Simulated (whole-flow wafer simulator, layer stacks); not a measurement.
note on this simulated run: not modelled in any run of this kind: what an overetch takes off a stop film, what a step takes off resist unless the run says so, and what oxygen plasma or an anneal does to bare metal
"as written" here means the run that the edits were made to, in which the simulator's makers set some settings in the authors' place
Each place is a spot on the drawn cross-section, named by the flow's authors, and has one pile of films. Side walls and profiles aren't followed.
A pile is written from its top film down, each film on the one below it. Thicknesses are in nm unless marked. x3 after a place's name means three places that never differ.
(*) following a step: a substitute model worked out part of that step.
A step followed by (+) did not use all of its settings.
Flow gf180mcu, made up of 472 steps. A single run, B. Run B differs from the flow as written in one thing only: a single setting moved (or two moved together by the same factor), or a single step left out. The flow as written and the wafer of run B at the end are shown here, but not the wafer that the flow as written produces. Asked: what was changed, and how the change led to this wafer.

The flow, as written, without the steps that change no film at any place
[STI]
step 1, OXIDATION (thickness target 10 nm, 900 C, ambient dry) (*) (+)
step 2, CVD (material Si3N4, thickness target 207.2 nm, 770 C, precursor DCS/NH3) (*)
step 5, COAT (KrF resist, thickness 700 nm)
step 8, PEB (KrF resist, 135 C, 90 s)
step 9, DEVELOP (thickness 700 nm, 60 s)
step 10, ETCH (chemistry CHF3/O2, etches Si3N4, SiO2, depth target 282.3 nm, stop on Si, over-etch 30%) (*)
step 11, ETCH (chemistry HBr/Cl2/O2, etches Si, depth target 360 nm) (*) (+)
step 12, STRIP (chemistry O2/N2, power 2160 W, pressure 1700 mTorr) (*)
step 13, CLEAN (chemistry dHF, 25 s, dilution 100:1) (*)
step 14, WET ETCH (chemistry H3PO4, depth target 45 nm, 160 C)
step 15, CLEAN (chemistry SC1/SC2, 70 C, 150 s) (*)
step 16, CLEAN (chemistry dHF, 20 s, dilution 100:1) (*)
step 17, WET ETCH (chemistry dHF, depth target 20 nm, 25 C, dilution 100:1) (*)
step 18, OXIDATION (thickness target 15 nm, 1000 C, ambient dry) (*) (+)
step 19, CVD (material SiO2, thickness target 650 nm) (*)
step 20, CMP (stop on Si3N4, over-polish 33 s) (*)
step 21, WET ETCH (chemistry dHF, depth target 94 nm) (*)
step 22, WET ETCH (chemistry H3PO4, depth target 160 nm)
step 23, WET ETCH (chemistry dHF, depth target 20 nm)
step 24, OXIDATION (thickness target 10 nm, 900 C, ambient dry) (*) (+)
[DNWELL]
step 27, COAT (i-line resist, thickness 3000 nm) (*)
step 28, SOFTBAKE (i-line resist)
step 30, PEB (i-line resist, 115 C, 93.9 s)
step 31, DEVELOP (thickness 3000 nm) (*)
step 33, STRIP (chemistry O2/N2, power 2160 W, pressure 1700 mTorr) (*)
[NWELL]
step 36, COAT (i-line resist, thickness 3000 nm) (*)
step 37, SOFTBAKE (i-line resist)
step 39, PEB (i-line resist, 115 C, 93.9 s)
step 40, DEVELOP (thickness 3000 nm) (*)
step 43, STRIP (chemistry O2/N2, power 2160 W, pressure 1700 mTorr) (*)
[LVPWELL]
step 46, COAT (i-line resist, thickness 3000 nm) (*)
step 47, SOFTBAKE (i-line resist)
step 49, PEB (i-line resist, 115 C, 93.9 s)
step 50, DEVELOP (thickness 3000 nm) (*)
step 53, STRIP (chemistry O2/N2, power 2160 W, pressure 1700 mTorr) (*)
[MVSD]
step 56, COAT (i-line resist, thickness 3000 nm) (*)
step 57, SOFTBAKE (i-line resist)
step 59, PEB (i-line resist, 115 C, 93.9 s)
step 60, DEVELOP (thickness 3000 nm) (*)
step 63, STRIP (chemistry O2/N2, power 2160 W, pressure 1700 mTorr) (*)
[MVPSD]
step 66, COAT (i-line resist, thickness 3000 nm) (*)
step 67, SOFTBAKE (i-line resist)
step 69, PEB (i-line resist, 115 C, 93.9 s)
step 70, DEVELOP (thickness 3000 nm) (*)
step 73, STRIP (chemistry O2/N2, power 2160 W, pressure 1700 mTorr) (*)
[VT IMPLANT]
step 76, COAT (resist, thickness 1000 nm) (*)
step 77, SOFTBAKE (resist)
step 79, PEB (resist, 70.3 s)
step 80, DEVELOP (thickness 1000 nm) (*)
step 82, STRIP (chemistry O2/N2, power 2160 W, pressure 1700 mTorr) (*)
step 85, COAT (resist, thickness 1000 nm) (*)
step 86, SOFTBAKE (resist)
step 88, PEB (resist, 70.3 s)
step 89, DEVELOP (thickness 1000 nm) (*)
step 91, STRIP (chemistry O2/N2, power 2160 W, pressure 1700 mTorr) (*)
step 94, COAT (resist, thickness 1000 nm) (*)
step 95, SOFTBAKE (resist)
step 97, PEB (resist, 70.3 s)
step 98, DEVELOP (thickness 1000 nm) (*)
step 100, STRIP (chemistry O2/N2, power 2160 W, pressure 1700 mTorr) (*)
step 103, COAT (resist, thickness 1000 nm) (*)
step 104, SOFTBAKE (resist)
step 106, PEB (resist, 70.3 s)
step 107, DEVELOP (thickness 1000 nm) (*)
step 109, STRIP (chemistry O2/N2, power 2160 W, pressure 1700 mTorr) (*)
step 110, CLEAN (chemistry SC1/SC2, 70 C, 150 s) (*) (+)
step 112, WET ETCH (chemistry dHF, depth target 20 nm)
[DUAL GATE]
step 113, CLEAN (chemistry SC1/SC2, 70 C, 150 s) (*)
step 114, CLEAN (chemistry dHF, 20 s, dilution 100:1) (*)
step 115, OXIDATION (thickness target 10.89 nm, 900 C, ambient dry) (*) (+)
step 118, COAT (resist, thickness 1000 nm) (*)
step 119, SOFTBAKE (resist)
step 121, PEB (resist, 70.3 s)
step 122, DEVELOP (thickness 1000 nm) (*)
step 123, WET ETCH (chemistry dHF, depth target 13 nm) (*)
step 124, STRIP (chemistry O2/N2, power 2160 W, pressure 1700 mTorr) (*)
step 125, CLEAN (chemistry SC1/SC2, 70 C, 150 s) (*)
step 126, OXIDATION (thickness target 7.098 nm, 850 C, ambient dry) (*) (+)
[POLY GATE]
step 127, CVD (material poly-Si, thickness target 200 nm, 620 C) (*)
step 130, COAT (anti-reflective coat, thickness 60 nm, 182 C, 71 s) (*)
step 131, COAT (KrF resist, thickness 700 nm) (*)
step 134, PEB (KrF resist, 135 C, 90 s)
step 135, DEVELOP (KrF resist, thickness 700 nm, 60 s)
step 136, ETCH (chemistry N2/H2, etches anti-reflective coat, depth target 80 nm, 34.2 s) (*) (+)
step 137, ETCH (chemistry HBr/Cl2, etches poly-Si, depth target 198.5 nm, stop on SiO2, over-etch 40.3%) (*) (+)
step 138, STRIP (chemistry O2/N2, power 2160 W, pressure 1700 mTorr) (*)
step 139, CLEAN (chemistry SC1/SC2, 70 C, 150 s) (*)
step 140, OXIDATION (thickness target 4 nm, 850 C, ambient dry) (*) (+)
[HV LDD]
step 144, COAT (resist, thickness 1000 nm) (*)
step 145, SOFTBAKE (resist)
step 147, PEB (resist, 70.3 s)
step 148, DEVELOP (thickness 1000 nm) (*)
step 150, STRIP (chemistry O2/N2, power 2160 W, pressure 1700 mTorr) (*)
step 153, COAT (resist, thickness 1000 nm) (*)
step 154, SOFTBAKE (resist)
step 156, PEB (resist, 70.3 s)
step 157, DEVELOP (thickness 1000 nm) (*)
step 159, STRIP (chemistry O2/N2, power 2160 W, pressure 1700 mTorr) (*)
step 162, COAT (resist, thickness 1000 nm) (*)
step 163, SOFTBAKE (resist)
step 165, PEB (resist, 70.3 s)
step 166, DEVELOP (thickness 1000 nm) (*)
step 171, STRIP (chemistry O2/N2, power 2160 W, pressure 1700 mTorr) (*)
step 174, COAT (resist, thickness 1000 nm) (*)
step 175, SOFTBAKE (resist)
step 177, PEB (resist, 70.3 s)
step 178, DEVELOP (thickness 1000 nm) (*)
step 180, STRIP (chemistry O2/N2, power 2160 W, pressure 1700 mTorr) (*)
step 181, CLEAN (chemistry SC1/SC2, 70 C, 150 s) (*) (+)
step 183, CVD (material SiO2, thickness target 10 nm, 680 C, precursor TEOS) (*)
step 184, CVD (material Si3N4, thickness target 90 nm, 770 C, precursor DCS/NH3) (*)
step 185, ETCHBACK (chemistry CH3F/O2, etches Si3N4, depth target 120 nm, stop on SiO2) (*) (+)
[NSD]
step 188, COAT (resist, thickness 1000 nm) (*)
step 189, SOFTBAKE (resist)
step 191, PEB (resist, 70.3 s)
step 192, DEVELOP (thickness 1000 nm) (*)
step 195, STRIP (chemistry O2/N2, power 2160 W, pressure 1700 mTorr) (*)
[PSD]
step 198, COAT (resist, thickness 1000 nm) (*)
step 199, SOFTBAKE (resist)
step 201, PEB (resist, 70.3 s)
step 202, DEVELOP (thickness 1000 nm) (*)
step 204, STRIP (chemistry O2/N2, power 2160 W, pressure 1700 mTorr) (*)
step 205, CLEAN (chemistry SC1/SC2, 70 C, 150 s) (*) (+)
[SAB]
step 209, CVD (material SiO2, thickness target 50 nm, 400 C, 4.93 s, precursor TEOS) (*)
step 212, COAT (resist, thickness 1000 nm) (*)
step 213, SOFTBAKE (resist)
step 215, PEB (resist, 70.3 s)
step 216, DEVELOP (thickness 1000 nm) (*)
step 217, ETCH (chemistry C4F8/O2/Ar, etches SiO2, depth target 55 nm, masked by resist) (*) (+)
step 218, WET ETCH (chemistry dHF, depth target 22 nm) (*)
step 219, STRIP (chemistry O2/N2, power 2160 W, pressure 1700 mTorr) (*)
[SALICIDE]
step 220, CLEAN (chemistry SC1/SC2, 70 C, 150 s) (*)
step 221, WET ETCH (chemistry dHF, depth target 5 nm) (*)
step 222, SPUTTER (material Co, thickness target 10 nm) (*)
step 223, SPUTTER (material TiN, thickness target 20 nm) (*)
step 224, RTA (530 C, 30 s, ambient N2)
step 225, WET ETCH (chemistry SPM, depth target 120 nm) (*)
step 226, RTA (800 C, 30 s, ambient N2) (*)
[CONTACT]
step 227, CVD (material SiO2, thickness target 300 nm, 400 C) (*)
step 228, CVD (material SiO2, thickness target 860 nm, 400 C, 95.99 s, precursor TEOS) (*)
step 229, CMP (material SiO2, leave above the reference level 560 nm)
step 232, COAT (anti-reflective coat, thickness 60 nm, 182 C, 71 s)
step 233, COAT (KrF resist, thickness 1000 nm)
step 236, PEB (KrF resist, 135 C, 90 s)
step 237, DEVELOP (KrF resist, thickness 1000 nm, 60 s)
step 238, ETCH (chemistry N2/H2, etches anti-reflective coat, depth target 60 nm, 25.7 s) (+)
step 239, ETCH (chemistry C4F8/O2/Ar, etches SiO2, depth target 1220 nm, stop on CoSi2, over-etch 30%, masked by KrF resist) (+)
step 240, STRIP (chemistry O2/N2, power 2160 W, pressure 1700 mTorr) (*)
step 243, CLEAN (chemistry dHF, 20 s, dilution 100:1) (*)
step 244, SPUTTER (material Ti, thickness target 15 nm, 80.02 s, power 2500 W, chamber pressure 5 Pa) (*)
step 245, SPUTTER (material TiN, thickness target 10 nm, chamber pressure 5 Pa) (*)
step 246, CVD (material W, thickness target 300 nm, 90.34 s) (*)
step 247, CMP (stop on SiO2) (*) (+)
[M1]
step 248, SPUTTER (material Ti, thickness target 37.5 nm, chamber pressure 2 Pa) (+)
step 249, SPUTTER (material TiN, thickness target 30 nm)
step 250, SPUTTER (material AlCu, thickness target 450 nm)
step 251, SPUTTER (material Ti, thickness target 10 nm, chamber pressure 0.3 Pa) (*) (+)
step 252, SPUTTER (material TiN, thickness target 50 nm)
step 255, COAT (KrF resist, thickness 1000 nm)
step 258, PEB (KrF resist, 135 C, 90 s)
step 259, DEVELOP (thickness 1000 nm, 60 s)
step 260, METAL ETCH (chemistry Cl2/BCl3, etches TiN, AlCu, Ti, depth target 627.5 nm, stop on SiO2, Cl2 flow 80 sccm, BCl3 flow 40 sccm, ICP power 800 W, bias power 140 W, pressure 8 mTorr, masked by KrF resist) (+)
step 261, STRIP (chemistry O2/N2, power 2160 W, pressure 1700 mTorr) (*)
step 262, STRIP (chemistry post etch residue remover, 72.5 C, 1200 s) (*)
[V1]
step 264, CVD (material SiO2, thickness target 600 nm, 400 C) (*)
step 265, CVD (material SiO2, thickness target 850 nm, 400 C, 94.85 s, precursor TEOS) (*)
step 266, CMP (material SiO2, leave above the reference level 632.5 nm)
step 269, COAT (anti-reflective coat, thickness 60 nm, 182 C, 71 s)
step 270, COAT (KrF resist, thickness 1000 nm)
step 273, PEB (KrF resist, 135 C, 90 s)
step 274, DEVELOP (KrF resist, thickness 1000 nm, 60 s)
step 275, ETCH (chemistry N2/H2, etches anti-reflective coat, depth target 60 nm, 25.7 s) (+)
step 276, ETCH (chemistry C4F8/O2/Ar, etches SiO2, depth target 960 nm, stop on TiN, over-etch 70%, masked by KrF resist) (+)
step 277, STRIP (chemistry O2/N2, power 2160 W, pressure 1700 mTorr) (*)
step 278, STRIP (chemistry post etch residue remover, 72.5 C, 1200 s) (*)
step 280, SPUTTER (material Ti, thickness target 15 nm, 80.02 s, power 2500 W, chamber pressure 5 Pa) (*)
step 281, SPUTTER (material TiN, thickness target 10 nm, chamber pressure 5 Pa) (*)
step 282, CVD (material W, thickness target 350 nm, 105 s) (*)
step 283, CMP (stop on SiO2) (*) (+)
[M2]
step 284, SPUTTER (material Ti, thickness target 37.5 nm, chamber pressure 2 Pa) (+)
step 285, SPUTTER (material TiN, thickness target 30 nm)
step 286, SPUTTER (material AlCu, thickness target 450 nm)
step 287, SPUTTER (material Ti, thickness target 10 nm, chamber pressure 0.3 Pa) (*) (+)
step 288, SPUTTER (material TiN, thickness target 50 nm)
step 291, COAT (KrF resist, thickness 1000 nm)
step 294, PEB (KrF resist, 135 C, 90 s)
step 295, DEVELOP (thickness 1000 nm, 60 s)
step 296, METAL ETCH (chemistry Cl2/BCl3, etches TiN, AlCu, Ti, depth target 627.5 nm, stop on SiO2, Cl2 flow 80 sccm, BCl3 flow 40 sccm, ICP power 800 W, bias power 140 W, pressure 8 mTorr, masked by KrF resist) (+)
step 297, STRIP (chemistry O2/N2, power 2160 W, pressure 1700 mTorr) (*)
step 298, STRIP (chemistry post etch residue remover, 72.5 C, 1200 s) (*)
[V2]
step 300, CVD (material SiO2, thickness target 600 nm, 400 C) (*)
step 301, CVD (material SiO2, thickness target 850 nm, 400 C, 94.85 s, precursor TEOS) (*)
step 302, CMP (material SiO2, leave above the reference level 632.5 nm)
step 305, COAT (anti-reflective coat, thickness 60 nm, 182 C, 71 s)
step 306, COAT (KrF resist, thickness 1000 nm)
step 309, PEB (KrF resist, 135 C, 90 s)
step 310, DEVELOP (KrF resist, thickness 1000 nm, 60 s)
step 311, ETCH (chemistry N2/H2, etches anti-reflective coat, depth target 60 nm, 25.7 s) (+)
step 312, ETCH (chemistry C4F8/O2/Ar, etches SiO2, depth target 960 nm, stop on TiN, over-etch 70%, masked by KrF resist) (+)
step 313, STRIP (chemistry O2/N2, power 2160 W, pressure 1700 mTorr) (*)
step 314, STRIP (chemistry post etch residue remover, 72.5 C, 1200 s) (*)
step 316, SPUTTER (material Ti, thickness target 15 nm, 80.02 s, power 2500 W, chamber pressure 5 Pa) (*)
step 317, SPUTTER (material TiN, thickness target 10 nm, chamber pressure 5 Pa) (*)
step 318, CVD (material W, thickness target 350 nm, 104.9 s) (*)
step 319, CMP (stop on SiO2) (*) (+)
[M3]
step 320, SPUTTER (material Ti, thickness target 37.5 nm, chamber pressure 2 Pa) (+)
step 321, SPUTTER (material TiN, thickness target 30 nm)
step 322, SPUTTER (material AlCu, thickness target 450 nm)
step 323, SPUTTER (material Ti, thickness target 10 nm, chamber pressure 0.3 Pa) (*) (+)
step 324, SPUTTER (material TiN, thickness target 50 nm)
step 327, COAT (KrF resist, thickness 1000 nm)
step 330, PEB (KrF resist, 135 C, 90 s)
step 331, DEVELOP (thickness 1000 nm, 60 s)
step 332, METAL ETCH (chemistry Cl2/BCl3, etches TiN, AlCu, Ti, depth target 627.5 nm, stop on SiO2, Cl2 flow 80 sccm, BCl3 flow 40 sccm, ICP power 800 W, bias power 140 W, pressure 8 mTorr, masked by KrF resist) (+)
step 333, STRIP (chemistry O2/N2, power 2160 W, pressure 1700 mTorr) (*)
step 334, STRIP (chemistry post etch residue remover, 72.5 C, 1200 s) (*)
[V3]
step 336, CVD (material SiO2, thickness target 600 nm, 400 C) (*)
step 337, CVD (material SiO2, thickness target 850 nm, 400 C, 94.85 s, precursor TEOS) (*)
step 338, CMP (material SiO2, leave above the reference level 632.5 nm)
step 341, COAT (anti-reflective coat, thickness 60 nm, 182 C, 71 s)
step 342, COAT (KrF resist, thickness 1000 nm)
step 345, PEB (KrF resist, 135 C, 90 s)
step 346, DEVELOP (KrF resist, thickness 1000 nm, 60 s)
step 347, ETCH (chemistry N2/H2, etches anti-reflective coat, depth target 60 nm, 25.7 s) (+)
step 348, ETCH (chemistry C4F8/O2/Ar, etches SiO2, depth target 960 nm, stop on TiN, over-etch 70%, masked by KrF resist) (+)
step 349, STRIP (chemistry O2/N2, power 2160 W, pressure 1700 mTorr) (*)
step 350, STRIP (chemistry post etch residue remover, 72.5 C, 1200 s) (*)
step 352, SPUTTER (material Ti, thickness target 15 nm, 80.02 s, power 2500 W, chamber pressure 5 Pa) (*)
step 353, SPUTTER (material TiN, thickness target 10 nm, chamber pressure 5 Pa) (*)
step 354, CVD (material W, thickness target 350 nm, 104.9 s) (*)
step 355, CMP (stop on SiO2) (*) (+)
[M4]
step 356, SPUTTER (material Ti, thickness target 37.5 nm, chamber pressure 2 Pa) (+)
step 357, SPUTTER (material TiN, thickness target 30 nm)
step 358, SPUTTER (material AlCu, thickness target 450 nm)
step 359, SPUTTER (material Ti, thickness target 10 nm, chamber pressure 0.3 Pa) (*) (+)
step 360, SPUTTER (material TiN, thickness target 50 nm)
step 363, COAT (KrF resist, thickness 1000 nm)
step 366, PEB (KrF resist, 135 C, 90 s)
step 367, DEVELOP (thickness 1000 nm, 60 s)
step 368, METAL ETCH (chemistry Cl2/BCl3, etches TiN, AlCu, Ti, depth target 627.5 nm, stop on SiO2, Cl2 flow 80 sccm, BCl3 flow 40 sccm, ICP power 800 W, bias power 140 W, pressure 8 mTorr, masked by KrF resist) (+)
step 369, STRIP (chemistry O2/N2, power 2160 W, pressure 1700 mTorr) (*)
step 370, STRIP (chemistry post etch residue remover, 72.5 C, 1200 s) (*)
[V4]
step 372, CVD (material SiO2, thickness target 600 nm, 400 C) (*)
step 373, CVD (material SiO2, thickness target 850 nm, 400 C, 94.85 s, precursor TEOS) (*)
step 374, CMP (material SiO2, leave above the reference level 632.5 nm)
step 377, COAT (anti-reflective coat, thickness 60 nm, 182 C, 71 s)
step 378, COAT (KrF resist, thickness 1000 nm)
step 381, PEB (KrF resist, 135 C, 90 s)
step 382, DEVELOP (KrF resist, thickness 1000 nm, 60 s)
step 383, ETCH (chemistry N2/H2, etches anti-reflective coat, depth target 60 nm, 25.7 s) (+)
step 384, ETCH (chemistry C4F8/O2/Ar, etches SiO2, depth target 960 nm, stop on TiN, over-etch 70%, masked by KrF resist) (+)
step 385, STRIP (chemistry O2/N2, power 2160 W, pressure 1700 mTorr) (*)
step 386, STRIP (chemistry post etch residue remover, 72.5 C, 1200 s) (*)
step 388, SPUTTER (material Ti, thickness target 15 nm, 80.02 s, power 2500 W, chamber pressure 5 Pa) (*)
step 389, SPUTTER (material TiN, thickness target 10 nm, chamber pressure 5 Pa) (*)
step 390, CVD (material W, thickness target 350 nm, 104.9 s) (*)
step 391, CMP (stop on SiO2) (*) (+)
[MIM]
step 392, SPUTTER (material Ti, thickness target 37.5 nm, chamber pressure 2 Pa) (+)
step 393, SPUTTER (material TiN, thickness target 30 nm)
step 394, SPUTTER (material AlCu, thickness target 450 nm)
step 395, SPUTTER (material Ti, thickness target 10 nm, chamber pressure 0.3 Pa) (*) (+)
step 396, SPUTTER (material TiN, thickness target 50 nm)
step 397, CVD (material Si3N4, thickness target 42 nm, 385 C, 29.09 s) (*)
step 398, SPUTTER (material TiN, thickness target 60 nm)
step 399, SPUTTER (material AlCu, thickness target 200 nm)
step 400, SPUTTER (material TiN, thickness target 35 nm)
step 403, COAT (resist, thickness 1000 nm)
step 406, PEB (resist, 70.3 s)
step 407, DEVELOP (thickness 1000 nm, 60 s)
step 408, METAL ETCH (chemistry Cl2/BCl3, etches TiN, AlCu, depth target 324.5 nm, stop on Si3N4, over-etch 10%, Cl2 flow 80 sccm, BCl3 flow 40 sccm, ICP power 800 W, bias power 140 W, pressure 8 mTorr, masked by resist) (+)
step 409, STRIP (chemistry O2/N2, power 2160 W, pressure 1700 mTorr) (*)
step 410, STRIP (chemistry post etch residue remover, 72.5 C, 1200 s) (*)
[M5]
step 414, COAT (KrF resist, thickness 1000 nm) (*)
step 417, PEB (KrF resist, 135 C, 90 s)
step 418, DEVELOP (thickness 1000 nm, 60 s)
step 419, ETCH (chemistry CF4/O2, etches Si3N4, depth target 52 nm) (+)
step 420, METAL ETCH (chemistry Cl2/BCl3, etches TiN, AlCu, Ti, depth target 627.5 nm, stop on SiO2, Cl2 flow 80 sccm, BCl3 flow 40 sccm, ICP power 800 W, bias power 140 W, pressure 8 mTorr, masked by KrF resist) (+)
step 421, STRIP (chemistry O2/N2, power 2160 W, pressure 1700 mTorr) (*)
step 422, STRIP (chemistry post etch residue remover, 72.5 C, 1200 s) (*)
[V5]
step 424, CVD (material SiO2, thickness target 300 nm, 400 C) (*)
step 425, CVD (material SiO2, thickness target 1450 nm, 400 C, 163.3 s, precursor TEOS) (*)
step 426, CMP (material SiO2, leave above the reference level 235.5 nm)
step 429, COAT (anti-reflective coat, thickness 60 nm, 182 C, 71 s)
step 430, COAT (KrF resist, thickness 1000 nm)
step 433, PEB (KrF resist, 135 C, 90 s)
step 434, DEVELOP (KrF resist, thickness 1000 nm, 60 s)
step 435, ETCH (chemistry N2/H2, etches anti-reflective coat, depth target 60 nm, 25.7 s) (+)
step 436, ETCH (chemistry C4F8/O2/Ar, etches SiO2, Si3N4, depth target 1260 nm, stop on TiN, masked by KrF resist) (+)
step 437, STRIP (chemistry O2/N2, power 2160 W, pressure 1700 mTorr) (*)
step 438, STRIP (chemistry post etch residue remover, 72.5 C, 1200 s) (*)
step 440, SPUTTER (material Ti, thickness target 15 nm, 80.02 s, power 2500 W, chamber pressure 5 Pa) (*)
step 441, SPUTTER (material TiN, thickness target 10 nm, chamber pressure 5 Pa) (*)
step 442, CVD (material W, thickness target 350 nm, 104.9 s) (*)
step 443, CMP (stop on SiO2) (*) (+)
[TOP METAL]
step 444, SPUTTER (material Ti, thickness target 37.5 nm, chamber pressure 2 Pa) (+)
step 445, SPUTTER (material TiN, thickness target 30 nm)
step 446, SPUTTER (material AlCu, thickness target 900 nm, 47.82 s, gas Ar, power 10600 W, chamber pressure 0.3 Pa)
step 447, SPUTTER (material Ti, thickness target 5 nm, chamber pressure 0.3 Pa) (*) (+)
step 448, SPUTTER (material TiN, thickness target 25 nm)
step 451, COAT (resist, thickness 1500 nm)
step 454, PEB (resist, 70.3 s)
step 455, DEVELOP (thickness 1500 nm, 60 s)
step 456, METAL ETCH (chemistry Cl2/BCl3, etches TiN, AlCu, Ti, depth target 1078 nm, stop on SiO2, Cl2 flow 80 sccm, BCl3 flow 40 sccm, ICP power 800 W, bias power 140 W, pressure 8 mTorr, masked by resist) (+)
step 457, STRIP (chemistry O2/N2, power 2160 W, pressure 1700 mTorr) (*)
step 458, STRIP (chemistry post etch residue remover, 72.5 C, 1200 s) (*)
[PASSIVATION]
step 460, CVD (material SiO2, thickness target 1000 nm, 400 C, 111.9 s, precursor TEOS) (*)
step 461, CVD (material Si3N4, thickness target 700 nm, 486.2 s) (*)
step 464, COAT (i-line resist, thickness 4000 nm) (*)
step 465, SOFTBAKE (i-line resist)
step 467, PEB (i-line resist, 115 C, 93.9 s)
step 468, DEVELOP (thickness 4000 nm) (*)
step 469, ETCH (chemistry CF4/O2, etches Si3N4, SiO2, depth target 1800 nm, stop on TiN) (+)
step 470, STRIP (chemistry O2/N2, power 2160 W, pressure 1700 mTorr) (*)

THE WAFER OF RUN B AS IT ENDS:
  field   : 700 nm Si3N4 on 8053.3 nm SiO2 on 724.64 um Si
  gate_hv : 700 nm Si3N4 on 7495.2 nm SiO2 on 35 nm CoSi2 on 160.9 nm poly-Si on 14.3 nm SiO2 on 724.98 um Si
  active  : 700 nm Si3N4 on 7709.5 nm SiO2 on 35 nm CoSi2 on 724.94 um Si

What caused this: step 229, CMP: leave above the reference level 386 nm was run, whereas the flow has leave above the reference level 560 nm.

Step by step, how the change led to this:
  step 229, CMP (material SiO2, leave above the reference level 560 nm)
      gate_hv, gate_nat, ld_gate_n and 11 more: SiO2 loses 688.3 (as written it would have been: SiO2 loses 514.3)
      ldn_sep__w1, ldn_sep__w2, ldn_dft and 8 more: SiO2 loses 485 (as written it would have been: SiO2 loses 311)
      (also at 86 further places)
  step 239, ETCH (chemistry C4F8/O2/Ar, etches SiO2, depth target 1220 nm, stop on CoSi2, over-etch 30%, masked by KrF resist) (+)
      field, field__w1, field__w2 and 105 more: KrF resist loses 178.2 (as written it would have been: KrF resist loses 223.5)
      polyc_n, polyc_p: SiO2 loses 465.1 (all of it) (as written it would have been: SiO2 loses 639.1 (all of it))
      (also at 1 further place)
  step 240, STRIP (chemistry O2/N2, power 2160 W, pressure 1700 mTorr) (*)
      field, field__w1, field__w2 and 105 more: KrF resist loses 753 (all of it), anti-reflective coat loses 60 (all of it) (as written it would have been: KrF resist loses 707.7 (all of it), anti-reflective coat loses 60 (all of it))
  step 244, SPUTTER (material Ti, thickness target 15 nm, 80.02 s, power 2500 W, chamber pressure 5 Pa) (*)
      contact: Ti gains 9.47 (new film) (as written it would have been: Ti gains 8.55 (new film))
  step 245, SPUTTER (material TiN, thickness target 10 nm, chamber pressure 5 Pa) (*)
      contact: TiN gains 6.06 (new film) (as written it would have been: TiN gains 5.48 (new film))
  step 246, CVD (material W, thickness target 300 nm, 90.34 s) (*)
      polyc_n, polyc_p: W gains 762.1 (new film) (as written it would have been: W gains 936.1 (new film))
      contact: W gains 992 (new film) (as written it would have been: W gains 1167.5 (new film))
